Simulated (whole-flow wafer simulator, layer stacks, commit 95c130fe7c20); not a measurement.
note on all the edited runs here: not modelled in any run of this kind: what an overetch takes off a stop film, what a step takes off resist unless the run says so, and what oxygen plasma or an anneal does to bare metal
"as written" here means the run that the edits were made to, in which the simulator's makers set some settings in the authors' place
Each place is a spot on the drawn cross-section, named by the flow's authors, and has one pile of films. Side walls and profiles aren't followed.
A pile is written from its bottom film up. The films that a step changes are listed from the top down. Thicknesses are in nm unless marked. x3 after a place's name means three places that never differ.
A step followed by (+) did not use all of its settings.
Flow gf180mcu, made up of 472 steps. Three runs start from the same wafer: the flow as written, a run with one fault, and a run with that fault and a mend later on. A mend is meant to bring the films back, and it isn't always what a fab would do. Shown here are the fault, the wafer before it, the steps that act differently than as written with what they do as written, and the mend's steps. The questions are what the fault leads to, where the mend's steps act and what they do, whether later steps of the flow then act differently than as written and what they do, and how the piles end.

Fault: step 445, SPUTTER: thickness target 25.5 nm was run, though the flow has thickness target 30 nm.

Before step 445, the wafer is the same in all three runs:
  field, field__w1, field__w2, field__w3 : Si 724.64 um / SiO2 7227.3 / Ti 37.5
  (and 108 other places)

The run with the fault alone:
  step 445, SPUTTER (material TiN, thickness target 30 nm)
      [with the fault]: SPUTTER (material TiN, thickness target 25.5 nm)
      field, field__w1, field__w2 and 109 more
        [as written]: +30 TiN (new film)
        [with the fault]: +25.5 TiN (new film)
  Steps further on in the flow that do not act as written (5 more steps, not shown, differ only slightly: by at most 2% or 0.5 nm, whichever is larger):
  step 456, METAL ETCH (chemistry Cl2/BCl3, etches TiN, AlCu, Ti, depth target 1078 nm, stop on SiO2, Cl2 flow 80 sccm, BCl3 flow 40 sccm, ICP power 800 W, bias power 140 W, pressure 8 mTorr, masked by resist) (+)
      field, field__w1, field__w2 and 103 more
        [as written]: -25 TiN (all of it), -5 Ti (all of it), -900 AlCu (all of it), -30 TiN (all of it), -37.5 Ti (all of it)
        [with the fault]: -25 TiN (all of it), -5 Ti (all of it), -900 AlCu (all of it), -25.5 TiN (all of it), -37.5 Ti (all of it)
  The piles end different from the flow's at field__w8, contact, m1, m1__w1, pad, m1_nw by more than 2% or 0.5 nm, whichever is larger.
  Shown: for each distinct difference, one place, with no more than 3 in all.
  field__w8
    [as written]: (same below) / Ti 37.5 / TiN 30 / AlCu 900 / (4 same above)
    [with the fault]: (same below) / Ti 37.5 / TiN 25.5 / AlCu 900 / (4 same above)
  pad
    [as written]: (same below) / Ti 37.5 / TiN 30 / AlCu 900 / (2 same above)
    [with the fault]: (same below) / Ti 37.5 / TiN 25.5 / AlCu 900 / (2 same above)

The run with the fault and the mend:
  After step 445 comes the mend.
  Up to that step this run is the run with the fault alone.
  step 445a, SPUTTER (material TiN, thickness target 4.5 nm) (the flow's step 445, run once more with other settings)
      field, field__w1, field__w2 and 109 more
        +4.5 TiN
  Later steps of the flow that are run all act as written at every place that is followed.
  The piles end the same as the flow's at every place that both follow.
